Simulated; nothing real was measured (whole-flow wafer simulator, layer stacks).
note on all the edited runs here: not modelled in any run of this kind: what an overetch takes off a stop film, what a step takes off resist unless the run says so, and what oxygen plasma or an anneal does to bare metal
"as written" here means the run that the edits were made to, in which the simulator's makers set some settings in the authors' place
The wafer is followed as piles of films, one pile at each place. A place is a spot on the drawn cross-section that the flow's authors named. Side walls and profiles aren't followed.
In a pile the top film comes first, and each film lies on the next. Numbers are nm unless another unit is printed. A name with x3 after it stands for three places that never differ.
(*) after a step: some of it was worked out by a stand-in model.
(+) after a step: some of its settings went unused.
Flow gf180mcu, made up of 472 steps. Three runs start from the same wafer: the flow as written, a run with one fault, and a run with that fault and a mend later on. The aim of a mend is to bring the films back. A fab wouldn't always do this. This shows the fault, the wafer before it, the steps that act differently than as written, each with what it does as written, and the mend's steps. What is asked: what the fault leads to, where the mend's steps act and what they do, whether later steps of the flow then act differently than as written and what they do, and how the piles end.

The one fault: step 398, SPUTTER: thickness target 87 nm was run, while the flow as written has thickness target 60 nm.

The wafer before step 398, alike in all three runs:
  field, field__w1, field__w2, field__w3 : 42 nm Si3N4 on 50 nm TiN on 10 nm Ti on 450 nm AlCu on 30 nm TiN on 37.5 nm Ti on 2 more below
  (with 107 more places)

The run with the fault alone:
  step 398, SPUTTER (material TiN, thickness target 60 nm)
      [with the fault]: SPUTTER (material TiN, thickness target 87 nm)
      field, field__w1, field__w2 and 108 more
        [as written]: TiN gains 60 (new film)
        [with the fault]: TiN gains 87 (new film)
  Steps later in the flow that act otherwise than as written (not shown: 4 more steps that differ only slightly, by at most 2% or 0.5 nm, whichever is larger):
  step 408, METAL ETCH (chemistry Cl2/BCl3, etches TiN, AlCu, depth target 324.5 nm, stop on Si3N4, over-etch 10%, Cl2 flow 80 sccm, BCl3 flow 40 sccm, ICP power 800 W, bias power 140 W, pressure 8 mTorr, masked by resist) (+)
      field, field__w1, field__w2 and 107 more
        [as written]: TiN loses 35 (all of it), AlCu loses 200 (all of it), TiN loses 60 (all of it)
        [with the fault]: TiN loses 35 (all of it), AlCu loses 200 (all of it), TiN loses 87 (all of it)
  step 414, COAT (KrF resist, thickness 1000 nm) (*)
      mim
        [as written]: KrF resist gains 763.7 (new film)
        [with the fault]: KrF resist gains 743.3 (new film)
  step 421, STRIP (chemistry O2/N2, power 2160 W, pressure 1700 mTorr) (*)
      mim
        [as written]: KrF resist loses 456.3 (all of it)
        [with the fault]: KrF resist loses 436.2 (all of it)
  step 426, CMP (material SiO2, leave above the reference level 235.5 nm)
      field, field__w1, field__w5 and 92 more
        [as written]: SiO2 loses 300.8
        [with the fault]: SiO2 loses 273.8
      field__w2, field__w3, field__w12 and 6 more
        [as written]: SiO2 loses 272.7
        [with the fault]: SiO2 loses 245.7
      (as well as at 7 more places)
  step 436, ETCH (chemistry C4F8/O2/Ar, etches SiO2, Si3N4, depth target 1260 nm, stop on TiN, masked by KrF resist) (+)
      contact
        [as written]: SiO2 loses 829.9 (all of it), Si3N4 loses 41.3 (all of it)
        [with the fault]: SiO2 loses 856.9 (all of it), Si3N4 loses 41.3 (all of it)
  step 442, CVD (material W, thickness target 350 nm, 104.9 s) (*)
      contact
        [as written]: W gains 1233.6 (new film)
        [with the fault]: W gains 1260.8 (new film)
  The piles end different from the flow's at field__w8, contact, m1, m1__w1, mim, m1_nw by more than 2% or 0.5 nm, whichever is larger.
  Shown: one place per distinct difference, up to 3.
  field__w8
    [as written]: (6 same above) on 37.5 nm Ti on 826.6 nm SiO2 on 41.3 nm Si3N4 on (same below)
    [with the fault]: (6 same above) on 37.5 nm Ti on 853.6 nm SiO2 on 41.3 nm Si3N4 on (same below)
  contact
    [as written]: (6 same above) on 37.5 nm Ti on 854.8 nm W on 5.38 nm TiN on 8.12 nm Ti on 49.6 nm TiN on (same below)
    [with the fault]: (6 same above) on 37.5 nm Ti on 882 nm W on 5.3 nm TiN on 8 nm Ti on 49.6 nm TiN on (same below)
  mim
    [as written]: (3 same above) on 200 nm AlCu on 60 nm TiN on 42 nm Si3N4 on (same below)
    [with the fault]: (3 same above) on 200 nm AlCu on 87 nm TiN on 42 nm Si3N4 on (same below)

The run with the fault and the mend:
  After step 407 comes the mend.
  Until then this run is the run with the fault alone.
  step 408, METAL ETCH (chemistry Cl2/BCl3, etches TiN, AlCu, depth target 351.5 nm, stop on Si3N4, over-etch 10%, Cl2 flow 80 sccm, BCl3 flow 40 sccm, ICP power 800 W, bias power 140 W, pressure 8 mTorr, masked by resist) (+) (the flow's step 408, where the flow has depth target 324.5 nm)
      field, field__w1, field__w2 and 107 more
        TiN loses 35 (all of it), AlCu loses 200 (all of it), TiN loses 87 (all of it)
      mim
        resist loses 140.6
  Steps later in the flow that act otherwise than as written (not shown: 5 more steps that differ only slightly, by at most 2% or 0.5 nm, whichever is larger):
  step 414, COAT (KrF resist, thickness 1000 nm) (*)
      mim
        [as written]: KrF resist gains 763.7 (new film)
        [with the mend]: KrF resist gains 743.3 (new film)
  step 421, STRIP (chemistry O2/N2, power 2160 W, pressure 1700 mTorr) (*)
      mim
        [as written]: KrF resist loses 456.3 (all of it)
        [with the mend]: KrF resist loses 436.2 (all of it)
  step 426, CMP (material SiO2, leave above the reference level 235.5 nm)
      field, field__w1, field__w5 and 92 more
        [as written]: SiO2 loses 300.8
        [with the mend]: SiO2 loses 273.8
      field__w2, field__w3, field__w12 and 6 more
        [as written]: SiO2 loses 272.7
        [with the mend]: SiO2 loses 245.7
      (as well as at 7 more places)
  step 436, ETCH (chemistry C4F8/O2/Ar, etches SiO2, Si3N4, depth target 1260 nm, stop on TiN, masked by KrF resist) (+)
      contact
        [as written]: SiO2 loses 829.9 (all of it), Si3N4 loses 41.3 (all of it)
        [with the mend]: SiO2 loses 856.9 (all of it), Si3N4 loses 41.3 (all of it)
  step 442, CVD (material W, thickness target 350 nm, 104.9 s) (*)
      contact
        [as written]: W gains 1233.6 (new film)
        [with the mend]: W gains 1260.8 (new film)
  The piles end different from the flow's at field__w8, contact, m1, m1__w1, mim, m1_nw by more than 2% or 0.5 nm, whichever is larger.
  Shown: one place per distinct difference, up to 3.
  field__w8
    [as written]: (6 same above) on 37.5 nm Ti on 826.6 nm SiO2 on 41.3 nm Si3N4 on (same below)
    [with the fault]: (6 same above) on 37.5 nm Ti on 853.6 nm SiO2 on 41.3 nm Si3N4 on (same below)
    [with the mend]: (6 same above) on 37.5 nm Ti on 853.6 nm SiO2 on 41.3 nm Si3N4 on (same below)
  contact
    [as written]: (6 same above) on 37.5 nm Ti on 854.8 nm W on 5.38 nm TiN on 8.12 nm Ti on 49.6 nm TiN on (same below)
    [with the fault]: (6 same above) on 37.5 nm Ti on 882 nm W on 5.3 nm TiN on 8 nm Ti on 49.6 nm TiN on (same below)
    [with the mend]: (6 same above) on 37.5 nm Ti on 882 nm W on 5.3 nm TiN on 8 nm Ti on 49.6 nm TiN on (same below)
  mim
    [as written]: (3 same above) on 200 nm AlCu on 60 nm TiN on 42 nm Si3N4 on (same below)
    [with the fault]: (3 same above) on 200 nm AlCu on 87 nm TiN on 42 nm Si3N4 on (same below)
    [with the mend]: (3 same above) on 200 nm AlCu on 87 nm TiN on 42 nm Si3N4 on (same below)
